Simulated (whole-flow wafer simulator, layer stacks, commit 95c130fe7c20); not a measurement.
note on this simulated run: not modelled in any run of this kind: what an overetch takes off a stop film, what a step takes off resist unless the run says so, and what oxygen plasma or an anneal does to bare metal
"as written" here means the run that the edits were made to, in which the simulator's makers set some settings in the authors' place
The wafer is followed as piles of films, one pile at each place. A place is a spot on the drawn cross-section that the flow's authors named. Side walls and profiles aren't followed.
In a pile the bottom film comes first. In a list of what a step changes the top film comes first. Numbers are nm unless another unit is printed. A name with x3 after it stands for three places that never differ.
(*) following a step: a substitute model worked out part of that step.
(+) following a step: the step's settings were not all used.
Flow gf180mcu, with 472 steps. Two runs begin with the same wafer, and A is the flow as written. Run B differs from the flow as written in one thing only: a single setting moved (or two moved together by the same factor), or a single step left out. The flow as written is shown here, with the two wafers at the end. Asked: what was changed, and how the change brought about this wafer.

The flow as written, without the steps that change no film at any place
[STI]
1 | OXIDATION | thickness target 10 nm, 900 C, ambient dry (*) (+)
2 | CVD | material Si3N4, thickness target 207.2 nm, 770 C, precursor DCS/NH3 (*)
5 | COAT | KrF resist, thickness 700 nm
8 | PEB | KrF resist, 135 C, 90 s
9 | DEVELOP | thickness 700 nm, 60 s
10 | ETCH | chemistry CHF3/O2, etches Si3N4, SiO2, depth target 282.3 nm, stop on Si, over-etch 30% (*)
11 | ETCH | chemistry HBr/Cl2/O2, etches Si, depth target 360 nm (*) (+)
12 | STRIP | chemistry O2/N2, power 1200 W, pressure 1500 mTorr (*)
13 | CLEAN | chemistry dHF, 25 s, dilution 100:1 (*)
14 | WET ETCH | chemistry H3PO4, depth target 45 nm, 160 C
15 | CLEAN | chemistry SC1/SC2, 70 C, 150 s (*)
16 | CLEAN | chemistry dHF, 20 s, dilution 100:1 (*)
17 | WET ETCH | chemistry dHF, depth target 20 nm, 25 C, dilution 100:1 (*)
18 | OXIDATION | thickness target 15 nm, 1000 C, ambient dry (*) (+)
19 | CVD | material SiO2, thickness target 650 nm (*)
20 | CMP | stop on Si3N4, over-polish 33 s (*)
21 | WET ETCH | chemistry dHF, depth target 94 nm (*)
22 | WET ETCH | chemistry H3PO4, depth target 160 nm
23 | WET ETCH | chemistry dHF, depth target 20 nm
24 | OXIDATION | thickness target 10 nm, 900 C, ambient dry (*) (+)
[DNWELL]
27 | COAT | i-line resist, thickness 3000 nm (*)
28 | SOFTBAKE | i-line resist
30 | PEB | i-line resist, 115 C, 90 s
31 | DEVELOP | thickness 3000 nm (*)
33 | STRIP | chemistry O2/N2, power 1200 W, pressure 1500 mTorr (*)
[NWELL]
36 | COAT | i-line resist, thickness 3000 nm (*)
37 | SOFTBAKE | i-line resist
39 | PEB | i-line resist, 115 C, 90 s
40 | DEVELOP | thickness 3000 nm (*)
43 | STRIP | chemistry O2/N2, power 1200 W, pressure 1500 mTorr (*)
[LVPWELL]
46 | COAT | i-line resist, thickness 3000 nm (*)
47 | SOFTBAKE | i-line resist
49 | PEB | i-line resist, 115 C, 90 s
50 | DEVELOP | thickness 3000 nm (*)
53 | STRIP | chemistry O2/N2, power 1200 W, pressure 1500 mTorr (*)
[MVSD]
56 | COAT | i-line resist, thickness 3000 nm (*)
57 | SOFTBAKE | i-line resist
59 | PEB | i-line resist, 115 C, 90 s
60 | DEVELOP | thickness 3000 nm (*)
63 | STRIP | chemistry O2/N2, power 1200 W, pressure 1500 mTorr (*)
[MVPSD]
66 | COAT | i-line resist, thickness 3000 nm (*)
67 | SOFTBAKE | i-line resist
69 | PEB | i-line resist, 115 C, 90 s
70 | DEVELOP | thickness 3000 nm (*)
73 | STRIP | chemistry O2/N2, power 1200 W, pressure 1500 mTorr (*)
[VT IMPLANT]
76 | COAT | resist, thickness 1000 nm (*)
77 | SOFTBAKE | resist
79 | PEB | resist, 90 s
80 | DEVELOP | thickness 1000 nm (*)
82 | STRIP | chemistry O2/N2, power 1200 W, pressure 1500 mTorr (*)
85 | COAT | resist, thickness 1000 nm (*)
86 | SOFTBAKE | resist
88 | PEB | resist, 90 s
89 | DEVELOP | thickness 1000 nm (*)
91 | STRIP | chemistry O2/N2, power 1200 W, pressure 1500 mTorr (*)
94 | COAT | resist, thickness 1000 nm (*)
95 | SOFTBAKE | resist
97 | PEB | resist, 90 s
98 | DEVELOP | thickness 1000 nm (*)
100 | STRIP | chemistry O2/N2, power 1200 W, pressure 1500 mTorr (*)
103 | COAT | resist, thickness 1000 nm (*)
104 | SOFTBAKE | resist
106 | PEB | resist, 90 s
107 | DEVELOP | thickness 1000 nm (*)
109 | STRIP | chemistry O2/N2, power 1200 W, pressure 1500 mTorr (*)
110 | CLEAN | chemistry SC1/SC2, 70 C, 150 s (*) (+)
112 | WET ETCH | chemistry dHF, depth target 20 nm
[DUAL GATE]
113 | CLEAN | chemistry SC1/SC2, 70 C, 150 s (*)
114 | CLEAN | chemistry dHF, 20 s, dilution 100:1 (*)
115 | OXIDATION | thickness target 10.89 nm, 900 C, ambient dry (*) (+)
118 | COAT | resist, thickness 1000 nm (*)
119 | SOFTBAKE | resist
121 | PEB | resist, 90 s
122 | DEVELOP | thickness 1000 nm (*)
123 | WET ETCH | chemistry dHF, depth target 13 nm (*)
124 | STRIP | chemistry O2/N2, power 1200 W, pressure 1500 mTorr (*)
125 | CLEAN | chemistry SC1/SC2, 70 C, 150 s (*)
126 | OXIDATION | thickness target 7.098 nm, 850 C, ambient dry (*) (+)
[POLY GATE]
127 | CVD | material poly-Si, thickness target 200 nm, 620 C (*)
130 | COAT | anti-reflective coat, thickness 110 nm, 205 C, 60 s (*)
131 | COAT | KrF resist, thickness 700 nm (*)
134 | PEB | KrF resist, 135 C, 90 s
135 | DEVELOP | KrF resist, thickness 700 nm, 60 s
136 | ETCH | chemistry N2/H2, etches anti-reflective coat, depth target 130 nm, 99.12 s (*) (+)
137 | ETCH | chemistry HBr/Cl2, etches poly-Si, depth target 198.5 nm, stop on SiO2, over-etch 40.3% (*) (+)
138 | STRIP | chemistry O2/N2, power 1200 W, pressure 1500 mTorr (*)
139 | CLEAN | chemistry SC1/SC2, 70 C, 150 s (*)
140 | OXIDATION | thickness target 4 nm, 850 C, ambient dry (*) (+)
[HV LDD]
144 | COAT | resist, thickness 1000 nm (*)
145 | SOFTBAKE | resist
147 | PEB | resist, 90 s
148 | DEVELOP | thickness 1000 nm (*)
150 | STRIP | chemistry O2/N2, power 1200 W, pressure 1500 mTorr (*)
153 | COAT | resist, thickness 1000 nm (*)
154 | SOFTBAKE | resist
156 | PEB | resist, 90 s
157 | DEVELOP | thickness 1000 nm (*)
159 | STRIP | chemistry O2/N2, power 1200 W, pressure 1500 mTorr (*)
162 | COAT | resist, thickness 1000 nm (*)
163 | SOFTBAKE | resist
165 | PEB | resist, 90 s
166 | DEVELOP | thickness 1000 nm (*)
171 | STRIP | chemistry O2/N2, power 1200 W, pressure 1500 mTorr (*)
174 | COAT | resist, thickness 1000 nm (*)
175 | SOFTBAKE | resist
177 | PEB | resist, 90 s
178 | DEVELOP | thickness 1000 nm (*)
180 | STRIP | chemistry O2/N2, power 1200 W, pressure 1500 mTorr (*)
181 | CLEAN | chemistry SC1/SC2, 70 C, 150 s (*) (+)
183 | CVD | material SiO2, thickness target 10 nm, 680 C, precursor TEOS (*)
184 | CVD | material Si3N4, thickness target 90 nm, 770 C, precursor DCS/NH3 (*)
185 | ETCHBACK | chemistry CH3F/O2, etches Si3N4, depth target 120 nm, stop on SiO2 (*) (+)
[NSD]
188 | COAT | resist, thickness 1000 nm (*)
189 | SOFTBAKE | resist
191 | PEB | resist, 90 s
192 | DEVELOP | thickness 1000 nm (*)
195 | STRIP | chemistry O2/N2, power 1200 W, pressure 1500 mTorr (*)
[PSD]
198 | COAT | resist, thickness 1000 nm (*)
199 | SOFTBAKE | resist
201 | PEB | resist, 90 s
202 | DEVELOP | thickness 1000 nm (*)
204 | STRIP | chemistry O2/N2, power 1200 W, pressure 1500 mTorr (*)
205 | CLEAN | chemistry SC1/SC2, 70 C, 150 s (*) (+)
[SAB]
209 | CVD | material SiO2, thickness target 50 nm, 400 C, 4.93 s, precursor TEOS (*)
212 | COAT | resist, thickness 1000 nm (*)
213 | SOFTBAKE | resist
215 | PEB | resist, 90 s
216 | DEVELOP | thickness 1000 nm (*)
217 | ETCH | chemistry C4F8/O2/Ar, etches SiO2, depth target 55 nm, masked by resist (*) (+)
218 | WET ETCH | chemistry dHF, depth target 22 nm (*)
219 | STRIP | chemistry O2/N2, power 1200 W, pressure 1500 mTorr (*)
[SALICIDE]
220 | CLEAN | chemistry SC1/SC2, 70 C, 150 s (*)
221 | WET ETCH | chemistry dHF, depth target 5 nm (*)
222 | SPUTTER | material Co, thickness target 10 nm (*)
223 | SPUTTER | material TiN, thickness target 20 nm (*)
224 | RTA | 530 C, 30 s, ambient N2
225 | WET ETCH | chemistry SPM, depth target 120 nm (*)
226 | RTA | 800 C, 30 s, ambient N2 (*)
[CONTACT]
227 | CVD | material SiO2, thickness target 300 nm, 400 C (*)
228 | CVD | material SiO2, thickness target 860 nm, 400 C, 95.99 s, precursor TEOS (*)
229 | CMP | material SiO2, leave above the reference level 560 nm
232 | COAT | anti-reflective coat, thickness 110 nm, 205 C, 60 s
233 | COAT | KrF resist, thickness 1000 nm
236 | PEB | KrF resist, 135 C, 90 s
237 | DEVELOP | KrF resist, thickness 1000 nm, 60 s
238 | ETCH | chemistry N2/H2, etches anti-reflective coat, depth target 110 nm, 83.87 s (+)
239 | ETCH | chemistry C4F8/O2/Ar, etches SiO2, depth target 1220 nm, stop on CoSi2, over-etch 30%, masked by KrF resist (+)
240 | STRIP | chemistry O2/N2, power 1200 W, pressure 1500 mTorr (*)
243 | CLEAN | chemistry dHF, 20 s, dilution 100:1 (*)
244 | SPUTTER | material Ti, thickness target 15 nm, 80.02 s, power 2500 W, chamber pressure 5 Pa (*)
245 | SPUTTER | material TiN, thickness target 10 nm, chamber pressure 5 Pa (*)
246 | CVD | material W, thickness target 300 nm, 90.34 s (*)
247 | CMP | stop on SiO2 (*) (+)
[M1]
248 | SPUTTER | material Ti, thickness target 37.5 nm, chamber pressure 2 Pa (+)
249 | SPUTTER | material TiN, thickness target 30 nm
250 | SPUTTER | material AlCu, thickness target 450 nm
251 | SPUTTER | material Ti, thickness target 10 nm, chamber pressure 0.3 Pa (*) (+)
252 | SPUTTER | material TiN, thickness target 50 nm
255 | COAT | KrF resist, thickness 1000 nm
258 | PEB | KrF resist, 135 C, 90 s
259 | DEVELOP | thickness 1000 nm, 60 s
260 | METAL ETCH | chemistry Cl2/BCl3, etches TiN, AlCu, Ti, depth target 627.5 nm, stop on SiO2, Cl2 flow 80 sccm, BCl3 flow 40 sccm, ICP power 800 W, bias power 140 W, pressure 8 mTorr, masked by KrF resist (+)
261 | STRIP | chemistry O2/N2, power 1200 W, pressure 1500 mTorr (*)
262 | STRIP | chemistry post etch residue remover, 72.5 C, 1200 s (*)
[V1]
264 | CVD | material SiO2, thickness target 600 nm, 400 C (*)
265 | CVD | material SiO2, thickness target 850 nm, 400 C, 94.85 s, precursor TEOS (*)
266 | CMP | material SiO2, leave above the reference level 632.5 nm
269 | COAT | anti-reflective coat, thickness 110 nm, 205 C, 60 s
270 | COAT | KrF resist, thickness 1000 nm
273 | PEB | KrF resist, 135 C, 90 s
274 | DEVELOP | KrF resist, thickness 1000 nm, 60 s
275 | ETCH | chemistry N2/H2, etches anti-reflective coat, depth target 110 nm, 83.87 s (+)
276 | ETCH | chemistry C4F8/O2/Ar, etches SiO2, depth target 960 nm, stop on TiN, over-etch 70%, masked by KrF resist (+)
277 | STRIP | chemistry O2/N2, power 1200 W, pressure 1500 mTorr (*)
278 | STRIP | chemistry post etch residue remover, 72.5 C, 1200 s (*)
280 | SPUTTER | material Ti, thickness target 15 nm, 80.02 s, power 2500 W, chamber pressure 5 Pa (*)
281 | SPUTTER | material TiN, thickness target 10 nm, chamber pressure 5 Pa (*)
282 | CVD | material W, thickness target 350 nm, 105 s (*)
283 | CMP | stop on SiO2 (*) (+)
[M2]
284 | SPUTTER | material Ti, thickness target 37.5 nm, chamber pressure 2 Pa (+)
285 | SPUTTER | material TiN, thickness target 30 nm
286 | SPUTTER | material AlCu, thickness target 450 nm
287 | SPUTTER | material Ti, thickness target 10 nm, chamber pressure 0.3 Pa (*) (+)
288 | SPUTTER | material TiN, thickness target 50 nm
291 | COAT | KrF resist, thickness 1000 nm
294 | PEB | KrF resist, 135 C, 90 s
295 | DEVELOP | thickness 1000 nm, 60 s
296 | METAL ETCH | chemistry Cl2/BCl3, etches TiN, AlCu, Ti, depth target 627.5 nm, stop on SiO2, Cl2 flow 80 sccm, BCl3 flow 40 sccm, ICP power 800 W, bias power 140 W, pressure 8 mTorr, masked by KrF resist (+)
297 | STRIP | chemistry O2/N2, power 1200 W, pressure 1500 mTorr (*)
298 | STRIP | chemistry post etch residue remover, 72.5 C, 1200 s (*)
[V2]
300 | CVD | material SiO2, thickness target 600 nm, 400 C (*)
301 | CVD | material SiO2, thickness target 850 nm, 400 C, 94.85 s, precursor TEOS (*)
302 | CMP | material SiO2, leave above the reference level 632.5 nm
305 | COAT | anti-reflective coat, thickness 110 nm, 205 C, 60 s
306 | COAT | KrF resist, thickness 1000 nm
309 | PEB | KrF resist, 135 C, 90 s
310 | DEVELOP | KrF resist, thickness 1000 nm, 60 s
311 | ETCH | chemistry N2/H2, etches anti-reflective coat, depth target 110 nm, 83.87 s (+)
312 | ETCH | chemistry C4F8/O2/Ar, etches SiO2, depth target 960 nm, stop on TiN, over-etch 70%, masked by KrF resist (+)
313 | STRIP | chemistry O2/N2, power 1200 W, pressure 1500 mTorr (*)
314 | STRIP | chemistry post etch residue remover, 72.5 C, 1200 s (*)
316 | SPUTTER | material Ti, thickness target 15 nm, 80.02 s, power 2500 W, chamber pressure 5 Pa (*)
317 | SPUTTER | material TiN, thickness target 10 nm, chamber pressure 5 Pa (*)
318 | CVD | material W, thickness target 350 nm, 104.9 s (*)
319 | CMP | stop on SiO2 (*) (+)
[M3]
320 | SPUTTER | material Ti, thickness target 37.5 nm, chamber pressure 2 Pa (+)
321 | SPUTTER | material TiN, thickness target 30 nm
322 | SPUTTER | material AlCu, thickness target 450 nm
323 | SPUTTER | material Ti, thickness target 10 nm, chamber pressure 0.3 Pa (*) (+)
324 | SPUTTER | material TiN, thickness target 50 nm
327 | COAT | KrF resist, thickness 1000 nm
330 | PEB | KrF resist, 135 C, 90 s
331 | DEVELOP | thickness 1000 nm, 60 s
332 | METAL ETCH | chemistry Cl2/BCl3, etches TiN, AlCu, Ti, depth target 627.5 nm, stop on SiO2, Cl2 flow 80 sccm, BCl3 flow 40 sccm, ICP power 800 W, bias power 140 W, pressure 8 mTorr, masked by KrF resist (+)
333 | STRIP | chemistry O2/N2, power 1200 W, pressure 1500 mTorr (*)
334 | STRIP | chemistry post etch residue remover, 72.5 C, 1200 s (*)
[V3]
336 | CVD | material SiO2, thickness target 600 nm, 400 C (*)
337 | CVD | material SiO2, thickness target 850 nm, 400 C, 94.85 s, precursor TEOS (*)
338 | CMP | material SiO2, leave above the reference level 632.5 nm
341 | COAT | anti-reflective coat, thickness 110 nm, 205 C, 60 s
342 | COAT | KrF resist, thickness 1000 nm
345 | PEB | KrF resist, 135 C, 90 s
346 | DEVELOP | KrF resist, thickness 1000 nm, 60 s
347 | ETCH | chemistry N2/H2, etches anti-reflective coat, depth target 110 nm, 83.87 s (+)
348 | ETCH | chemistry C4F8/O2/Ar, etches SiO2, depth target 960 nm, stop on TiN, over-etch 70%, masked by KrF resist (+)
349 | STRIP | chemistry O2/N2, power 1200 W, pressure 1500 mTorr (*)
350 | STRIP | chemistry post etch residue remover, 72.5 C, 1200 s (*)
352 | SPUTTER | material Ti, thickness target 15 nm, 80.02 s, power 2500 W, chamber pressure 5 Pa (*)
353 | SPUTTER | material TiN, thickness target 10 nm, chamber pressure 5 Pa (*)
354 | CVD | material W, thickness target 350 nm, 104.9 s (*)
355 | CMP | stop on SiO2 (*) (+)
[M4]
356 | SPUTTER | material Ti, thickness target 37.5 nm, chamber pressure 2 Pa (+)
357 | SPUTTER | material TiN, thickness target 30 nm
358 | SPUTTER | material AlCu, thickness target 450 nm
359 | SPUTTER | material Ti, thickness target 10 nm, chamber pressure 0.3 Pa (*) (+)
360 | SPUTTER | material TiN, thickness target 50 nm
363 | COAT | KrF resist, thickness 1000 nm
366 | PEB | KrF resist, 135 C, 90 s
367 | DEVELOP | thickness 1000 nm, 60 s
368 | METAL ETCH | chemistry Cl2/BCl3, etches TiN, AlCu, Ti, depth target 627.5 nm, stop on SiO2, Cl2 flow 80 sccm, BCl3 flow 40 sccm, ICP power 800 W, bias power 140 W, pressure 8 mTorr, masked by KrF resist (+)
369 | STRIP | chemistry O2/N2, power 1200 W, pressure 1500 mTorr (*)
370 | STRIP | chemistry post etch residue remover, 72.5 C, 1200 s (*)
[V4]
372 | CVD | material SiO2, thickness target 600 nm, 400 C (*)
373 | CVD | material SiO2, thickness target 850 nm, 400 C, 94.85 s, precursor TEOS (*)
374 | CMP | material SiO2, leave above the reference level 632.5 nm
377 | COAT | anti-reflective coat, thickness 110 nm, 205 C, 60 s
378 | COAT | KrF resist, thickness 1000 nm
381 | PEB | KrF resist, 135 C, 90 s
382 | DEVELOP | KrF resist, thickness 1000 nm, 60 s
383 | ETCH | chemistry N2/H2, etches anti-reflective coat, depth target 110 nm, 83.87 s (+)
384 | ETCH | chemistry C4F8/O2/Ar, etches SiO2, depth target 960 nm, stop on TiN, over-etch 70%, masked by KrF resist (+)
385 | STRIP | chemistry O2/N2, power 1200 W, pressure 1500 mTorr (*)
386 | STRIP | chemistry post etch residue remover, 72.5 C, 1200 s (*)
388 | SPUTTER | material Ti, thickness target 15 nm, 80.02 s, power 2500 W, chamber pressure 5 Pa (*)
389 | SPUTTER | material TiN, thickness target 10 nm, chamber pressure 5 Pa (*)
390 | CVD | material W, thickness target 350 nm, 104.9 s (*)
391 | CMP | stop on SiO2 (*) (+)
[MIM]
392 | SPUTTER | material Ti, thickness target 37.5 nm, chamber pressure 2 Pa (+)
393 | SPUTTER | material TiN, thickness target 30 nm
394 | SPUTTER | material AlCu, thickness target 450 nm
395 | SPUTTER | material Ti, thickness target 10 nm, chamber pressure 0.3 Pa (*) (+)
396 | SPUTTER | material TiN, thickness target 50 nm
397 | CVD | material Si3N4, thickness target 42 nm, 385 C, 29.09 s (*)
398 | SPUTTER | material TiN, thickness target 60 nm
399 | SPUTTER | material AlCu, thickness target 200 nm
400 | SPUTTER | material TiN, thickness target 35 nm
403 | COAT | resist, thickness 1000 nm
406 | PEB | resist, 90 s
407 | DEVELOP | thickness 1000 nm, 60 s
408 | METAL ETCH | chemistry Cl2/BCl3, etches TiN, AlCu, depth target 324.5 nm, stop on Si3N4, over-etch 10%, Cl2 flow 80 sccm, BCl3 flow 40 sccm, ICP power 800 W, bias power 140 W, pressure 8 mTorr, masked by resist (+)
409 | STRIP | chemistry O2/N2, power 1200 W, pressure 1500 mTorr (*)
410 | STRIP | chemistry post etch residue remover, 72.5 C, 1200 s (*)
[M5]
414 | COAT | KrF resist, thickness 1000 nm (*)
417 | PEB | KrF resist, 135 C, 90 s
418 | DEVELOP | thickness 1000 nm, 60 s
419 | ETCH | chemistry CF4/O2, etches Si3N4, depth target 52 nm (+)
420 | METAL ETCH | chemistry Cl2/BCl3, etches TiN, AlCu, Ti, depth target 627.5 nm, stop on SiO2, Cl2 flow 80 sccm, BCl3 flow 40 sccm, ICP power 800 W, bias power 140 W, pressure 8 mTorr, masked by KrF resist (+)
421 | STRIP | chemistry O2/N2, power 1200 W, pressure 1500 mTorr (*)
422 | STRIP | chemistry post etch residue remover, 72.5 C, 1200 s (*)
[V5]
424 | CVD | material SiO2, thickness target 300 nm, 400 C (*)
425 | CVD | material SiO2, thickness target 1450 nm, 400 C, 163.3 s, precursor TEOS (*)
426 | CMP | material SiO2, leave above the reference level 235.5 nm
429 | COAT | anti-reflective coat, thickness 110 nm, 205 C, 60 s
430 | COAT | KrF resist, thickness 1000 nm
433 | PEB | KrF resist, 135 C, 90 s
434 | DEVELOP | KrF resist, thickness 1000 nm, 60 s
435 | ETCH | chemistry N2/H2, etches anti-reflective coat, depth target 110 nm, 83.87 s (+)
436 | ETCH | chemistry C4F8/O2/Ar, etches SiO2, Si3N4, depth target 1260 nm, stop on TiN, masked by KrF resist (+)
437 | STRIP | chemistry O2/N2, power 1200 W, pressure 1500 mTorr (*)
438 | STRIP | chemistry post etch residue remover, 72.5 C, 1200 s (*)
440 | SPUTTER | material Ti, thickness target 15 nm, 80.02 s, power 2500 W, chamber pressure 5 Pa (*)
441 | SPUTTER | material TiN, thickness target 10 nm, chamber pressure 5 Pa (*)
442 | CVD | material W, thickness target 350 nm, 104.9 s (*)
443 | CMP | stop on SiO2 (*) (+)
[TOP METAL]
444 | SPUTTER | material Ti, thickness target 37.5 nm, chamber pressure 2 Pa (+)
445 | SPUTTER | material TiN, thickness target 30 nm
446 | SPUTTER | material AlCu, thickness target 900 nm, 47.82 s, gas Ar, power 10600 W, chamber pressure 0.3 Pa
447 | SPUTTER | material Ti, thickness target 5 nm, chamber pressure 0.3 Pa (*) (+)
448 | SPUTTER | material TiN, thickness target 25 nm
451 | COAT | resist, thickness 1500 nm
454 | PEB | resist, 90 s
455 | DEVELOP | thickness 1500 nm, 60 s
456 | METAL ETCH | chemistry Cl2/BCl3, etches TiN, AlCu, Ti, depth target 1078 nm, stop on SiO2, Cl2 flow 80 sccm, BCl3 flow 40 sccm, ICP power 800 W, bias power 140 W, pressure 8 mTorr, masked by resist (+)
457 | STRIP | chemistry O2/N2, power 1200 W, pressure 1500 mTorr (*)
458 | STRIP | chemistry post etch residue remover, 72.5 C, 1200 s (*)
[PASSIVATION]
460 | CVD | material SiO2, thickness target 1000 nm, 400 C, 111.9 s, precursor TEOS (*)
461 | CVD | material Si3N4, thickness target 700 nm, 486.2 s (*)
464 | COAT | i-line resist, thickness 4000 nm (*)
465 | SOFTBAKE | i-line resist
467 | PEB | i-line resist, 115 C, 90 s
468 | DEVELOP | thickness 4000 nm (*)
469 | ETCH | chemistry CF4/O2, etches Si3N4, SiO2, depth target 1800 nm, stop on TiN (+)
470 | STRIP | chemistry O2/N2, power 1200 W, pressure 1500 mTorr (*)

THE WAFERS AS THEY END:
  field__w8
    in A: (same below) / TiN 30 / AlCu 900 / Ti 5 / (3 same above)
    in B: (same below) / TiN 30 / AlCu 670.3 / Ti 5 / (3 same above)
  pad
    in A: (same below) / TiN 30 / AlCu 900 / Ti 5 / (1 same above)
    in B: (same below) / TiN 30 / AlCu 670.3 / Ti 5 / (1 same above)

What caused this: step 446, SPUTTER: 35.87 s was run, whereas the flow has 47.82 s.

Step by step, how the change led to this:
  446 | SPUTTER | material AlCu, thickness target 900 nm, 47.82 s, gas Ar, power 10600 W, chamber pressure 0.3 Pa
      field, field__w1, field__w2 and 109 more: A AlCu gains 900 (new film) | B AlCu gains 670.3 (new film)
  456 | METAL ETCH | chemistry Cl2/BCl3, etches TiN, AlCu, Ti, depth target 1078 nm, stop on SiO2, Cl2 flow 80 sccm, BCl3 flow 40 sccm, ICP power 800 W, bias power 140 W, pressure 8 mTorr, masked by resist (+)
      field, field__w1, field__w2 and 103 more: A TiN loses 25 (all of it), Ti loses 5 (all of it), AlCu loses 900 (all of it), TiN loses 30 (all of it), Ti loses 37.5 (all of it) | B TiN loses 25 (all of it), Ti loses 5 (all of it), AlCu loses 670.3 (all of it), TiN loses 30 (all of it), Ti loses 37.5 (all of it)
  464 | COAT | i-line resist, thickness 4000 nm (*)
      field__w8: A i-line resist gains 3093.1 (new film) | B i-line resist gains 3297 (new film)
      contact: A i-line resist gains 3153.6 (new film) | B i-line resist gains 3336.6 (new film)
      (and at 4 other places as well)
  465 | SOFTBAKE | i-line resist
      field__w5, field__w9: A i-line resist gains 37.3 | B i-line resist gains 26
      field__w11, field__w13: A i-line resist gains 37.9 | B i-line resist gains 26.1
      (and at 65 other places as well)
  467 | PEB | i-line resist, 115 C, 90 s
      field__w8, m1__w1: A i-line resist loses 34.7 | B i-line resist loses 38.3
      contact, m1: A i-line resist loses 35.1 | B i-line resist loses 38.6
      (and at 2 other places as well)
  468 | DEVELOP | thickness 4000 nm (*)
      pad: A i-line resist loses 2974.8 (all of it) | B i-line resist loses 3199.1 (all of it)
  470 | STRIP | chemistry O2/N2, power 1200 W, pressure 1500 mTorr (*)
      field__w8, m1__w1: A i-line resist loses 1787.7 (all of it) | B i-line resist loses 2009.1 (all of it)
      contact: A i-line resist loses 1811.2 (all of it) | B i-line resist loses 2024.9 (all of it)
      (and at 2 other places as well)
